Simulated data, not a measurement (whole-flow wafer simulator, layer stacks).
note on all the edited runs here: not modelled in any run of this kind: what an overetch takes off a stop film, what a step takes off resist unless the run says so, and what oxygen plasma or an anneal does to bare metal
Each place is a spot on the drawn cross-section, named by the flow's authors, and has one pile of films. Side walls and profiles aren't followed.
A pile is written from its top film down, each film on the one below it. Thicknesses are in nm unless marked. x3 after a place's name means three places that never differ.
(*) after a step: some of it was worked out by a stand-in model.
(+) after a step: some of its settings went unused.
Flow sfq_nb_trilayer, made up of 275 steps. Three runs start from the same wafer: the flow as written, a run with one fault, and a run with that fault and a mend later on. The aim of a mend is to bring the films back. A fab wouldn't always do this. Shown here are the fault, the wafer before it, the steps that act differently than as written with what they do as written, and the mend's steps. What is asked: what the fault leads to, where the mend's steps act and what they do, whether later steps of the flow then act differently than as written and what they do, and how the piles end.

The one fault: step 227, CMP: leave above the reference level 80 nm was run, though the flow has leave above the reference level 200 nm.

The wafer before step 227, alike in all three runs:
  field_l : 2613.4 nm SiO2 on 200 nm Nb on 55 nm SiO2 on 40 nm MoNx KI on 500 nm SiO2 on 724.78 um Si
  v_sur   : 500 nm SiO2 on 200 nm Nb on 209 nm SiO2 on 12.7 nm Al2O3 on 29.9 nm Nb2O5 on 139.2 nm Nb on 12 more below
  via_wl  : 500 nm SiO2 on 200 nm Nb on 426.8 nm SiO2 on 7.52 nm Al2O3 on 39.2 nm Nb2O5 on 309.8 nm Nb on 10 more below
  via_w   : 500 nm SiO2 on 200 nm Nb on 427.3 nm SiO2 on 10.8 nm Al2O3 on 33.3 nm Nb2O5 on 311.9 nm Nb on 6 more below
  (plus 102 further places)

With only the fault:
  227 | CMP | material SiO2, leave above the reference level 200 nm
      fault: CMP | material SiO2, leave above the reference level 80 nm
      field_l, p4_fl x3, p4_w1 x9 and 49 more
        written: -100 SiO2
        fault: -220 SiO2
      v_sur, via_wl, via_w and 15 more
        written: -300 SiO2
        fault: -420 SiO2
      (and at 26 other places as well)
  Later steps of the flow acting differently than as written (3 other steps are not shown; they differ only slightly, by no more than 2% or 0.5 nm, whichever is larger):
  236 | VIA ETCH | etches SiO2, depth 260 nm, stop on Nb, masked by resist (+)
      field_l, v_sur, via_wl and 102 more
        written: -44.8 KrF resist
        fault: -20.6 KrF resist
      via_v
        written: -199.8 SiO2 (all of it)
        fault: -79.8 SiO2 (all of it)
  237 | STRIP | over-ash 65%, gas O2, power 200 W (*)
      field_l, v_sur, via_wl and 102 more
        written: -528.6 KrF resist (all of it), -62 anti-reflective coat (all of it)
        fault: -552.8 KrF resist (all of it), -62 anti-reflective coat (all of it)
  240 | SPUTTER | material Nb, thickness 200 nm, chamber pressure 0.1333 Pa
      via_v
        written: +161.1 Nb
        fault: +190.5 Nb
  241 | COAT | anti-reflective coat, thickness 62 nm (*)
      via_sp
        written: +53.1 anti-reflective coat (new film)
        fault: +54.3 anti-reflective coat (new film)
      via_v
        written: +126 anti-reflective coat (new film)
        fault: +96.7 anti-reflective coat (new film)
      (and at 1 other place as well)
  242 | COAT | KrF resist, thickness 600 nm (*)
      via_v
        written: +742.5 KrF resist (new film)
        fault: +641.9 KrF resist (new film)
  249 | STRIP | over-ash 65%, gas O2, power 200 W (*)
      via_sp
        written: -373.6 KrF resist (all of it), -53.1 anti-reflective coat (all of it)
        fault: -382.6 KrF resist (all of it), -54.3 anti-reflective coat (all of it)
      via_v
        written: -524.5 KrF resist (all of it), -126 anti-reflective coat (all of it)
        fault: -424.2 KrF resist (all of it), -96.7 anti-reflective coat (all of it)
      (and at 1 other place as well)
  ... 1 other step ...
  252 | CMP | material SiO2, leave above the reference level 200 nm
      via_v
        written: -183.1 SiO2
        fault: -211.5 SiO2
  At field_l, v_sur, via_wl and 103 more, the piles at the end differ from the flow's by more than 2% or 0.5 nm, whichever is larger.
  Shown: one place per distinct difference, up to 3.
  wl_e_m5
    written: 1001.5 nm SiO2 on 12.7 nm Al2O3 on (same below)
    fault: 881.5 nm SiO2 on 12.7 nm Al2O3 on (same below)
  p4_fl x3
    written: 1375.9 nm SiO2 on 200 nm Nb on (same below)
    fault: 1255.9 nm SiO2 on 200 nm Nb on (same below)
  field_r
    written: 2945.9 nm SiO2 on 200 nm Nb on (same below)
    fault: 2825.9 nm SiO2 on 200 nm Nb on (same below)

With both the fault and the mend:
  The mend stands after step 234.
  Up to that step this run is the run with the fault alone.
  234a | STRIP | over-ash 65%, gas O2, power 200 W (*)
      field_l, v_sur, via_wl and 102 more
        -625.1 KrF resist (all of it), -62 anti-reflective coat (all of it)
      via_v
        -62 anti-reflective coat (all of it)
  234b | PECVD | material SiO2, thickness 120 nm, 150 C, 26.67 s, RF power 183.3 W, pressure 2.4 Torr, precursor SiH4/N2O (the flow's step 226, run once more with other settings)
      field_l, v_sur, via_wl and 103 more
        +120 SiO2
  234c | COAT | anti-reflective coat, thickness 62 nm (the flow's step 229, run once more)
      field_l, v_sur, via_wl and 103 more
        +62 anti-reflective coat (new film)
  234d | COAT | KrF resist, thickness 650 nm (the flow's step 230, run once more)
      field_l, v_sur, via_wl and 103 more
        +650 KrF resist (new film)
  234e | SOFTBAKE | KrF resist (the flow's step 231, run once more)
      does not change any film at any place that is followed
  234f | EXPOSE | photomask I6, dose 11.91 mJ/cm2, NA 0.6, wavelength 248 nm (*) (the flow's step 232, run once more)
      does not change any film at any place that is followed
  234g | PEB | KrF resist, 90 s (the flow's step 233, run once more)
      field_l, v_sur, via_wl and 103 more
        -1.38 KrF resist
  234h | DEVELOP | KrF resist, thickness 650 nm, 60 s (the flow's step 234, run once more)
      field_l, v_sur, via_wl and 102 more
        -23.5 KrF resist
      via_v
        -648.6 KrF resist (all of it)
  None of the later steps of the flow acts differently than as written at any place that is followed.
  At every place that both follow, the piles at the end match the flow's.
